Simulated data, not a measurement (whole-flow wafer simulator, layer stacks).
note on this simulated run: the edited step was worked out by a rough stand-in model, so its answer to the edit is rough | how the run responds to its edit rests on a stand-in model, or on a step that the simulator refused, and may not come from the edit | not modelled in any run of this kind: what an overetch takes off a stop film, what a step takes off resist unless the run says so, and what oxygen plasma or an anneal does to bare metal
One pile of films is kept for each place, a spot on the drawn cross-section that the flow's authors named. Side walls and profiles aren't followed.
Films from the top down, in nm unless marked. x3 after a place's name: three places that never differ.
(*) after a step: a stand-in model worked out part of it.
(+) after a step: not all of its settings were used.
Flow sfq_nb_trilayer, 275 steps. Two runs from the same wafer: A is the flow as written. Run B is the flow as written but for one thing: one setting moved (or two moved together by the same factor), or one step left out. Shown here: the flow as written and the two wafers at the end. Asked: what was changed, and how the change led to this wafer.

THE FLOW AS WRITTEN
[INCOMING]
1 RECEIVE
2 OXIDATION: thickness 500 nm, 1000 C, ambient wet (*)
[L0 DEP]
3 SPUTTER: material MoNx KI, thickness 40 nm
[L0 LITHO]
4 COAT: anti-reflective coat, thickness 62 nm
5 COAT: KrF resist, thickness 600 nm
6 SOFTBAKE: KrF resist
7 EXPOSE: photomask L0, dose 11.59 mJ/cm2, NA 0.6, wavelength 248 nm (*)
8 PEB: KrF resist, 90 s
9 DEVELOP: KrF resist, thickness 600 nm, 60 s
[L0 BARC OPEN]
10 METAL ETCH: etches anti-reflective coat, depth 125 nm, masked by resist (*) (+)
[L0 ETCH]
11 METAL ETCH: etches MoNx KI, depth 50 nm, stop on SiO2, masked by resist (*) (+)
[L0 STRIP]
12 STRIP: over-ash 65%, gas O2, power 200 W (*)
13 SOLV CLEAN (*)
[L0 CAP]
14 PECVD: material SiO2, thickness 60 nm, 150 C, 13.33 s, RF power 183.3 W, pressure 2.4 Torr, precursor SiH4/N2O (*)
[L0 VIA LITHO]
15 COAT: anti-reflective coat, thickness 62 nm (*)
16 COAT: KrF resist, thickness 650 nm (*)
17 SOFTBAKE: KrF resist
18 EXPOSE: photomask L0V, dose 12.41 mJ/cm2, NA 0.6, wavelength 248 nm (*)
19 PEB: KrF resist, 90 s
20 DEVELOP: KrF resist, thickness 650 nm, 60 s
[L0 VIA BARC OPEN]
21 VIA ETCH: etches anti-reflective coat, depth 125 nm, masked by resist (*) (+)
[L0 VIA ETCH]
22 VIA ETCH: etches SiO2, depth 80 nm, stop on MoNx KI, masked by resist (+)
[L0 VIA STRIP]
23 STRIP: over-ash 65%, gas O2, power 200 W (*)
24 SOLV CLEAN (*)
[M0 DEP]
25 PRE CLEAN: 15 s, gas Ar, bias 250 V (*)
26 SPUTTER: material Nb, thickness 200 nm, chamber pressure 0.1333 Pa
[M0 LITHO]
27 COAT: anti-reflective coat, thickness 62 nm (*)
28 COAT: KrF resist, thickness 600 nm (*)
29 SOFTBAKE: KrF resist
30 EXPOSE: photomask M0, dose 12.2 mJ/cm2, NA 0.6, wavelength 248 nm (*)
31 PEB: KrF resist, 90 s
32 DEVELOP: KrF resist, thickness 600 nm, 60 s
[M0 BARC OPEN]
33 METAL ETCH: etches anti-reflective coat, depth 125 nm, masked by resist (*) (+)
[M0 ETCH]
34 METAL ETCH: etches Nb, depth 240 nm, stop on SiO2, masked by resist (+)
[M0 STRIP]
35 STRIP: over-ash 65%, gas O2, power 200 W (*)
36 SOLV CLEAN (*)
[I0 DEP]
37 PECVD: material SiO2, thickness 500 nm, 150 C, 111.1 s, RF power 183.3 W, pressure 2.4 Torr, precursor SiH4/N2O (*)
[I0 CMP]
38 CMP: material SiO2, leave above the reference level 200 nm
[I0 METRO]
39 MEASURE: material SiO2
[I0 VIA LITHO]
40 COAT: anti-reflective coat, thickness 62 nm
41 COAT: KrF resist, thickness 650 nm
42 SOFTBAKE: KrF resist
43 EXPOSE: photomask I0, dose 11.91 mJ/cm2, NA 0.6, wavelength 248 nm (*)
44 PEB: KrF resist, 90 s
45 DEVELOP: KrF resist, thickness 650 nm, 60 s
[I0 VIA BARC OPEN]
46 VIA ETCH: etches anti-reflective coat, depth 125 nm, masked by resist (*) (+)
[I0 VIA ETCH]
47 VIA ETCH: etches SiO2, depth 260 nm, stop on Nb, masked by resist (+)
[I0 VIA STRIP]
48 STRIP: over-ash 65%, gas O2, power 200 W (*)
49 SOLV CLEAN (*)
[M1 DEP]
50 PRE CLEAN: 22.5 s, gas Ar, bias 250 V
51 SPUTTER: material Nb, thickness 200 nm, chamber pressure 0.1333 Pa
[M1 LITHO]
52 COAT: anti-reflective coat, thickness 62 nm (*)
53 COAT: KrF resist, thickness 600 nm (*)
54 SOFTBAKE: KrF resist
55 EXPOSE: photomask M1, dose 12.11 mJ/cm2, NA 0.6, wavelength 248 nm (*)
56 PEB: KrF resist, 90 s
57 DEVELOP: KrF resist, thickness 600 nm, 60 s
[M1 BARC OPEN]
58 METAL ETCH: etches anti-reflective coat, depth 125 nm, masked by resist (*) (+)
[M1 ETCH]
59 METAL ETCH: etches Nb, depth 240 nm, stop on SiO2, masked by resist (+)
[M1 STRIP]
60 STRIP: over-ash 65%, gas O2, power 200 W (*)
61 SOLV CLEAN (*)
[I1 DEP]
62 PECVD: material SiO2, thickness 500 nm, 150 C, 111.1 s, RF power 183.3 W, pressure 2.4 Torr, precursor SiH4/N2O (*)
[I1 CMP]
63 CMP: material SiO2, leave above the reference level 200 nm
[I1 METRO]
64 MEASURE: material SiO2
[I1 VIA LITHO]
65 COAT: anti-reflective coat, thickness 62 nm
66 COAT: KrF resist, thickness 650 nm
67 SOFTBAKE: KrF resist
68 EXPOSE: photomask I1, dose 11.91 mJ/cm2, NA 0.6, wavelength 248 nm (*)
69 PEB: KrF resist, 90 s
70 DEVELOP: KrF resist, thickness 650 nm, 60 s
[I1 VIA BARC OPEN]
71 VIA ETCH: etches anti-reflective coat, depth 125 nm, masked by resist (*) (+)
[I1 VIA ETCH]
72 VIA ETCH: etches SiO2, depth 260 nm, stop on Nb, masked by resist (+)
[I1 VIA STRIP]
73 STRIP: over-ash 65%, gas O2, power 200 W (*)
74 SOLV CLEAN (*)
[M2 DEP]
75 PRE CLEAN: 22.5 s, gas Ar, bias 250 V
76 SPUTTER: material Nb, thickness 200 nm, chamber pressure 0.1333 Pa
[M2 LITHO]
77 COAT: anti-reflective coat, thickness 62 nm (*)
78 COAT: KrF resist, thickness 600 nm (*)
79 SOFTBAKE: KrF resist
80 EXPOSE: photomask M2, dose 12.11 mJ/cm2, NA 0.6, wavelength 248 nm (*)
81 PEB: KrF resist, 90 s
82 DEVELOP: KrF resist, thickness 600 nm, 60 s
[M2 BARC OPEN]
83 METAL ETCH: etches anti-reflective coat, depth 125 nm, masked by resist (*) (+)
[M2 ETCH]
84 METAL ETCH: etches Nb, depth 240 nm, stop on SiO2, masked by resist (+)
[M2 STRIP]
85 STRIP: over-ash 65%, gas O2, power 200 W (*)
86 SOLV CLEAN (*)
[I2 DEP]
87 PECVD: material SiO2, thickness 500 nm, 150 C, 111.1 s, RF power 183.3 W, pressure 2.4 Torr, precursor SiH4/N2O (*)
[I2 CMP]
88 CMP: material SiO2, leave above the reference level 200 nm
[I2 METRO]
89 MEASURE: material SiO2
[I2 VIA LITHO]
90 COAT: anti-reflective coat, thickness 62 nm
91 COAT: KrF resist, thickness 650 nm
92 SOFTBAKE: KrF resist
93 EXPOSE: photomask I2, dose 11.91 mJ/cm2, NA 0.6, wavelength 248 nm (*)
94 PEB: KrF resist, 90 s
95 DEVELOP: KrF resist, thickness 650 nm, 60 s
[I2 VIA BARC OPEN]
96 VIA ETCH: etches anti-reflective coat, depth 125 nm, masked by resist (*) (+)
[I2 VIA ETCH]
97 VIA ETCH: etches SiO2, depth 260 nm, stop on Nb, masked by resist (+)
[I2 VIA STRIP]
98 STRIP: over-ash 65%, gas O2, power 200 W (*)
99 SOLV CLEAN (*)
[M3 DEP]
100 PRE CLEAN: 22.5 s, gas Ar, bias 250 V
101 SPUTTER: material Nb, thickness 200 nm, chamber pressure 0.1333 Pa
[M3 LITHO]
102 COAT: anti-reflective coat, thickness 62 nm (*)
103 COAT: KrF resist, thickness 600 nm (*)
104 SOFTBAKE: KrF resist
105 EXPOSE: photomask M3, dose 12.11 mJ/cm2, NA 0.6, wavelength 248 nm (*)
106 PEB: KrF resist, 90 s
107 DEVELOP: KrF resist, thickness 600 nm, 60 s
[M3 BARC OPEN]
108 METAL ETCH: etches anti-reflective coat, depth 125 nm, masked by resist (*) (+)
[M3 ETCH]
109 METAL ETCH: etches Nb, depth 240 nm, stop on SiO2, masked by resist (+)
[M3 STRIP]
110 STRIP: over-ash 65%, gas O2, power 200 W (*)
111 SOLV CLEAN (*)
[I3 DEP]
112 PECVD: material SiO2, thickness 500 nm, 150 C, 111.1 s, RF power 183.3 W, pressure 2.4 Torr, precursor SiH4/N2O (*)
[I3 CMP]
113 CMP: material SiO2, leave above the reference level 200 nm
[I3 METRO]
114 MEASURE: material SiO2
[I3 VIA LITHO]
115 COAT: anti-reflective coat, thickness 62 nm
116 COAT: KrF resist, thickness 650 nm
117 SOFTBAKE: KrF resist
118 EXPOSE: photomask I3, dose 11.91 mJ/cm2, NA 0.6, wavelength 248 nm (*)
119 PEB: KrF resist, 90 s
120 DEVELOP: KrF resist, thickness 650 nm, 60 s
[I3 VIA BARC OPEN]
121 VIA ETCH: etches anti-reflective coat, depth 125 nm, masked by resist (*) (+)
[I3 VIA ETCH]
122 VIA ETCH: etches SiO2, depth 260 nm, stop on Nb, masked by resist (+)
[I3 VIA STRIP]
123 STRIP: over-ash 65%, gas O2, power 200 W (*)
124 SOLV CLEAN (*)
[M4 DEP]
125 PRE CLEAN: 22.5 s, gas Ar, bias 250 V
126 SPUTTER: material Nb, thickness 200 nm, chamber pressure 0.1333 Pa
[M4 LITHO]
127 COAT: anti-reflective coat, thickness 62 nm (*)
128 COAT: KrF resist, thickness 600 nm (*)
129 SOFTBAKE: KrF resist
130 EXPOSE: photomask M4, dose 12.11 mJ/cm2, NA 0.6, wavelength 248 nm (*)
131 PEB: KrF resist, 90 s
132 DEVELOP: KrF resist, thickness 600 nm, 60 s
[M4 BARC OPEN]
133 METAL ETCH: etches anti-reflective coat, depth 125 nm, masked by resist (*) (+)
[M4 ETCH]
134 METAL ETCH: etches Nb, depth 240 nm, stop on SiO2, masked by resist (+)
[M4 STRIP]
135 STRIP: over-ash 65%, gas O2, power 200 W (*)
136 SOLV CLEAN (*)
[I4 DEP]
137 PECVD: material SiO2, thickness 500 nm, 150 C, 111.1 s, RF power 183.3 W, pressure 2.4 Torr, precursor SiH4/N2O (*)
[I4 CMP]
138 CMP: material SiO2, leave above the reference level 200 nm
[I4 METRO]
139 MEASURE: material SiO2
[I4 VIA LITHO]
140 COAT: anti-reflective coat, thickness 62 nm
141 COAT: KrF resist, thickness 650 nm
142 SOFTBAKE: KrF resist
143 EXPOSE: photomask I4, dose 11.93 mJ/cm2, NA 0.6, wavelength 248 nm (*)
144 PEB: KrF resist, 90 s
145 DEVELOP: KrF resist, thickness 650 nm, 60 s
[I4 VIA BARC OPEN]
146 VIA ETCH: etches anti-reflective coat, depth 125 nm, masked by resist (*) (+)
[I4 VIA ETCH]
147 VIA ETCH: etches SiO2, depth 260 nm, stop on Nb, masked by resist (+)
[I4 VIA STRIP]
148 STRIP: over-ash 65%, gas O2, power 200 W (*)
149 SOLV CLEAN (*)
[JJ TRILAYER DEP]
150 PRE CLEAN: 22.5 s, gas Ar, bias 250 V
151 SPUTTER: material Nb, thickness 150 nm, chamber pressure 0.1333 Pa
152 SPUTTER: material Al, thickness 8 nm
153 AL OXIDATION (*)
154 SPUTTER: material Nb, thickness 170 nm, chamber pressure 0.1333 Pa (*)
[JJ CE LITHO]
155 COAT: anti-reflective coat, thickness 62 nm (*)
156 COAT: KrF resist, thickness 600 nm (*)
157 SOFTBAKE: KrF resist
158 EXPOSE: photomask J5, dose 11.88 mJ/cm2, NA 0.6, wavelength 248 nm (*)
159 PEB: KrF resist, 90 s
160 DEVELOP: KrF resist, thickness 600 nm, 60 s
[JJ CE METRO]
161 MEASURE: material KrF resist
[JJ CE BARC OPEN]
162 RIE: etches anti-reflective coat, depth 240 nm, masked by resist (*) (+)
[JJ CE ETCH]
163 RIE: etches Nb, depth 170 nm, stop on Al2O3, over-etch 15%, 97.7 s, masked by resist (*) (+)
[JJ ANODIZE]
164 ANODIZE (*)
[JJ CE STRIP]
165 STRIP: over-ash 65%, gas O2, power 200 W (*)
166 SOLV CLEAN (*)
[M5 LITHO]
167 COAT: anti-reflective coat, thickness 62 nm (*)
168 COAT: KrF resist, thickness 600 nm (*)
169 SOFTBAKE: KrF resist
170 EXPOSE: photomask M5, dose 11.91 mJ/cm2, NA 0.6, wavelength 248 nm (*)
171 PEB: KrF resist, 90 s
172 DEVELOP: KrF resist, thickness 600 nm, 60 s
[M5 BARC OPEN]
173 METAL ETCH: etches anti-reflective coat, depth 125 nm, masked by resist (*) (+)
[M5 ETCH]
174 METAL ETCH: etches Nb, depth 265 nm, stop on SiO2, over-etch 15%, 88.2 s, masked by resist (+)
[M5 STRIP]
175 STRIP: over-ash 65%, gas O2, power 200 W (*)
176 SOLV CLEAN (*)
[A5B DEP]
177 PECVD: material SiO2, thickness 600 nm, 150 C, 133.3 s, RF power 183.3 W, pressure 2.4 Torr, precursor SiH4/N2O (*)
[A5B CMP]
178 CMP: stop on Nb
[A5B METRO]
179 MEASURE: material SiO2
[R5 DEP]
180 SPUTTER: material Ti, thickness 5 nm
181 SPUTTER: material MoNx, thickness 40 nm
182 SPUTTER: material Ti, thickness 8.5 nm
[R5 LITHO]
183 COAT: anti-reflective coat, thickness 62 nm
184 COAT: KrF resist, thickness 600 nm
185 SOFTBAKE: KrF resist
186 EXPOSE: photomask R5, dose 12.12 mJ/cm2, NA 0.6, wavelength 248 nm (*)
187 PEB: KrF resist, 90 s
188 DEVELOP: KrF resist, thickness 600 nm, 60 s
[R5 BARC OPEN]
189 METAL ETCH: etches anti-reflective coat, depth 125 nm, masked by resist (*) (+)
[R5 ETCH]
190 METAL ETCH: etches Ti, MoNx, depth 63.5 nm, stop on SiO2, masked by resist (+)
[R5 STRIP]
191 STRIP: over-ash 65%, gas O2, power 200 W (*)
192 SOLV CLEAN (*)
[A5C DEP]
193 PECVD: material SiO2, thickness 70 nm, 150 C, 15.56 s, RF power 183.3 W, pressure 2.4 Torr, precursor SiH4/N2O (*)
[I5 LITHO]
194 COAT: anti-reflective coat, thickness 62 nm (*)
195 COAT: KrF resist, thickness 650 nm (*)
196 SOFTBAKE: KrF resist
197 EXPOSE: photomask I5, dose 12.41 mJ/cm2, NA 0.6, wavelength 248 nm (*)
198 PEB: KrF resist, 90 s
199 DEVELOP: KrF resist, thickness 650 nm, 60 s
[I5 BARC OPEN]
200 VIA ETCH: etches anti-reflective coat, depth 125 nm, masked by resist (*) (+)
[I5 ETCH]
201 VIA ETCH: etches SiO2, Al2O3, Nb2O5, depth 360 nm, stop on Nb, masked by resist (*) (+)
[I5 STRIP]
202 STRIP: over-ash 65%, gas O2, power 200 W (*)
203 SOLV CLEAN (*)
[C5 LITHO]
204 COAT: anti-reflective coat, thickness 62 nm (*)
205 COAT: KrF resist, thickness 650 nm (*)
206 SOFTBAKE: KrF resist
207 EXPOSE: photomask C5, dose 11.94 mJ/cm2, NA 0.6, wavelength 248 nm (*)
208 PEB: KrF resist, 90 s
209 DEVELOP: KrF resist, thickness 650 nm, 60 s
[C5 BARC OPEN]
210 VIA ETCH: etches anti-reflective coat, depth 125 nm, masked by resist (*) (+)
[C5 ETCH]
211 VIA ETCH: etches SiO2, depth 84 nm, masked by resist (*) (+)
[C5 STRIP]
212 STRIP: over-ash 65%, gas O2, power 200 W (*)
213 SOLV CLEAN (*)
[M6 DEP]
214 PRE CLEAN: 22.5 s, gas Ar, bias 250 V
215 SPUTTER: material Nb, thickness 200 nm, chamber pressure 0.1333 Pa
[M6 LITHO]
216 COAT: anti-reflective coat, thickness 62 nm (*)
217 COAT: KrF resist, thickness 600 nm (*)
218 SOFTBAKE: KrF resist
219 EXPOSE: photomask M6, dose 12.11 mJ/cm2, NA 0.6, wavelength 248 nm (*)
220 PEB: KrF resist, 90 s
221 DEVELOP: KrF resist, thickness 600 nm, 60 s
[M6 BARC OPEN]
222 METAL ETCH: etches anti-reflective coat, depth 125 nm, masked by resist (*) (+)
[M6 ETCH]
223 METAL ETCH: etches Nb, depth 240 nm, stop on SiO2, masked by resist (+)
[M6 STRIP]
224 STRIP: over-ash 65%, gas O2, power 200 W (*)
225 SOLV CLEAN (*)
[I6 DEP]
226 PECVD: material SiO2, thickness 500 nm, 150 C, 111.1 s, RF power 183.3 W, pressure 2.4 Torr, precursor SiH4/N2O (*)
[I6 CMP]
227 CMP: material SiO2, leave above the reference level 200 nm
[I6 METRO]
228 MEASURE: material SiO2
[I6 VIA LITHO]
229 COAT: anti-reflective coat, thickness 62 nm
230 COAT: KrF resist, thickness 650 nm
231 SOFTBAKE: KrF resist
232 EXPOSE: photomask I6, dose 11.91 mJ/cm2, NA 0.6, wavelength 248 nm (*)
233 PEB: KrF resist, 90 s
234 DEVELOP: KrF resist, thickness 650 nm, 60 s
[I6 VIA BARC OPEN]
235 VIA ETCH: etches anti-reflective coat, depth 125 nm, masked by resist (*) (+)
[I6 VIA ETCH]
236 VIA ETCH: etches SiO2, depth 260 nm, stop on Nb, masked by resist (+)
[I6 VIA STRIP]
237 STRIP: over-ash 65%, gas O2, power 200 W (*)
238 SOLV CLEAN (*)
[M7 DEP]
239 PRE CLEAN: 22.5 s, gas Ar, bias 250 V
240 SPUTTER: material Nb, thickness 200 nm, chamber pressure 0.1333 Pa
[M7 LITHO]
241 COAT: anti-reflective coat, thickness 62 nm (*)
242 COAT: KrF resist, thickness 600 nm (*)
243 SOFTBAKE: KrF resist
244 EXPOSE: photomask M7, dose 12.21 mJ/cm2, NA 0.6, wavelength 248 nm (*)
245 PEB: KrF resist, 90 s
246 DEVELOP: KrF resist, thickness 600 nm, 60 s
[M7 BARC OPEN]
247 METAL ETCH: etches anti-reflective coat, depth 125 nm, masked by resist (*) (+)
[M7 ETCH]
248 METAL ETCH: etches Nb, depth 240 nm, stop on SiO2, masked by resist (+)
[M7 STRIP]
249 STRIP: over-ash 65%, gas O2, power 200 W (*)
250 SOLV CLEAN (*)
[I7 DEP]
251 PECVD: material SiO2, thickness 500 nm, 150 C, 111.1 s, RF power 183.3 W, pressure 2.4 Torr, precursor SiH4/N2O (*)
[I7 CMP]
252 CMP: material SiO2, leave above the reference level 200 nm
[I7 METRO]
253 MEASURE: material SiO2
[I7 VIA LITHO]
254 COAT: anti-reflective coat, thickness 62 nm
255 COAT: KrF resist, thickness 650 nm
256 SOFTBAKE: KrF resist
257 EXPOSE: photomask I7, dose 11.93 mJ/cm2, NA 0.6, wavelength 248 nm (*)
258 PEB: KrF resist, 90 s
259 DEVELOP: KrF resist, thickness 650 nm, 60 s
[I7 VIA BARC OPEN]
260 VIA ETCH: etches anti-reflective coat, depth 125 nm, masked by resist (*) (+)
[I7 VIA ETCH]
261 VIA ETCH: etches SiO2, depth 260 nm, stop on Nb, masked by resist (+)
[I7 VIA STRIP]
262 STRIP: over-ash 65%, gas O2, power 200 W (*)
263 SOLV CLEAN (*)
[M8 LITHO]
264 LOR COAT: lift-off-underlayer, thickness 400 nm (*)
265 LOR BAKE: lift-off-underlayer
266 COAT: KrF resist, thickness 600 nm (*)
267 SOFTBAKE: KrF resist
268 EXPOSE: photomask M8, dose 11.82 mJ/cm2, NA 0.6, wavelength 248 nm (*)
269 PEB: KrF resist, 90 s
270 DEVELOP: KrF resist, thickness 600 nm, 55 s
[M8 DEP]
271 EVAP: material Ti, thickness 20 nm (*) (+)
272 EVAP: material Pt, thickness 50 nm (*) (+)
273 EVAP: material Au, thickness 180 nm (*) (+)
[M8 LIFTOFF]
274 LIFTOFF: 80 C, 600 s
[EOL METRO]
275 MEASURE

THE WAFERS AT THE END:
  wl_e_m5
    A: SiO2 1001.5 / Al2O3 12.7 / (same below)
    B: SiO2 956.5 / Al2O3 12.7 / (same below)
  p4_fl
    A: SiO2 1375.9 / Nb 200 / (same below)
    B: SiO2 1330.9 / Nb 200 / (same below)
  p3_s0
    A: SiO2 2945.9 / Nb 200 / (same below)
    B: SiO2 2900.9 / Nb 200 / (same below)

The cause: step 251, PECVD: thickness 355 nm was run, where the flow has thickness 500 nm; step 251, PECVD: 78.89 s was run, where the flow has 111.1 s.

How the change led to this, step by step:
  251 PECVD: material SiO2, thickness 500 nm, 150 C, 111.1 s, RF power 183.3 W, pressure 2.4 Torr, precursor SiH4/N2O (*)
      field_l, p4_fl, p4_fm and 56 more: A SiO2 +500 | B SiO2 +355
      v_sur, via_wl, via_w and 37 more: A SiO2 +500 (new film) | B SiO2 +355 (new film)
      (and at 7 more places)
  252 CMP: material SiO2, leave above the reference level 200 nm
      field_l, p4_fl, p4_fm and 56 more: A SiO2 -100 | B nothing
      field_r, lsp_l: A SiO2 -77.7 | B nothing
      (and at 45 more places)
  254 COAT: anti-reflective coat, thickness 62 nm
      gap, jj_sur, ce_l, c5j, ce_r, sp_r: A anti-reflective coat +62 (new film) | B anti-reflective coat +60 (new film)
      be, be_sur, be_r, r_sur: A anti-reflective coat +62 (new film) | B anti-reflective coat +59.9 (new film)
      (and at 65 more places)
  255 COAT: KrF resist, thickness 650 nm
      lsp_m, ln_m6: A KrF resist +650 (new film) | B KrF resist +636 (new film)
      v_sur: A KrF resist +650 (new film) | B KrF resist +636.7 (new film)
      (and at 6 more places)
  259 DEVELOP: KrF resist, thickness 650 nm, 60 s
      via_wl: A KrF resist -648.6 (all of it) | B KrF resist -633.1 (all of it)
  260 VIA ETCH: etches anti-reflective coat, depth 125 nm, masked by resist (*) (+)
      field_l, v_sur, via_sp and 100 more: A KrF resist -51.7 | B KrF resist -49.5
      via_wl, via_w: A anti-reflective coat -62 (all of it), SiO2 -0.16 | B anti-reflective coat -59.4 (all of it), SiO2 -0.15
      (and at 1 more place)
  262 STRIP: over-ash 65%, gas O2, power 200 W (*)
      gap, jj_sur, ce_l, c5j, ce_r: A KrF resist -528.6 (all of it), anti-reflective coat -62 (all of it) | B KrF resist -522.7 (all of it), anti-reflective coat -60 (all of it)
      m0r_line_l x2, m6r_line_l x2: A KrF resist -528.6 (all of it), anti-reflective coat -62 (all of it) | B KrF resist -539.1 (all of it), anti-reflective coat -63.3 (all of it)
      (and at 64 more places)
  264 LOR COAT: lift-off-underlayer, thickness 400 nm (*)
      m0r_line_l x2, m6r_line_l x2: A lift-off-underlayer +400 (new film) | B lift-off-underlayer +410.1 (new film)
      m0r_space_l x2, m6r_space_l x2: A lift-off-underlayer +400 (new film) | B lift-off-underlayer +413.3 (new film)
      (and at 44 more places)
  270 DEVELOP: KrF resist, thickness 600 nm, 55 s
      field_l: A KrF resist -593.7 (all of it), lift-off-underlayer -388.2 (all of it) | B KrF resist -598.7 (all of it), lift-off-underlayer -404.6 (all of it)
      v_sur: A KrF resist -607.3 (all of it), lift-off-underlayer -369.4 (all of it) | B KrF resist -601.5 (all of it), lift-off-underlayer -354.7 (all of it)
      (and at 7 more places)
  274 LIFTOFF: 80 C, 600 s
      m0r_line_l x2, m6r_line_l x2: A Au -180 (all of it), Pt -50 (all of it), Ti -20 (all of it), KrF resist -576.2 (all of it), lift-off-underlayer -400 (all of it) | B Au -180 (all of it), Pt -50 (all of it), Ti -20 (all of it), KrF resist -579.7 (all of it), lift-off-underlayer -410.1 (all of it)
      m0r_space_l x2, m6r_space_l x2: A Au -180 (all of it), Pt -50 (all of it), Ti -20 (all of it), KrF resist -576.2 (all of it), lift-off-underlayer -400 (all of it) | B Au -180 (all of it), Pt -50 (all of it), Ti -20 (all of it), KrF resist -577.1 (all of it), lift-off-underlayer -413.3 (all of it)
      (and at 35 more places)
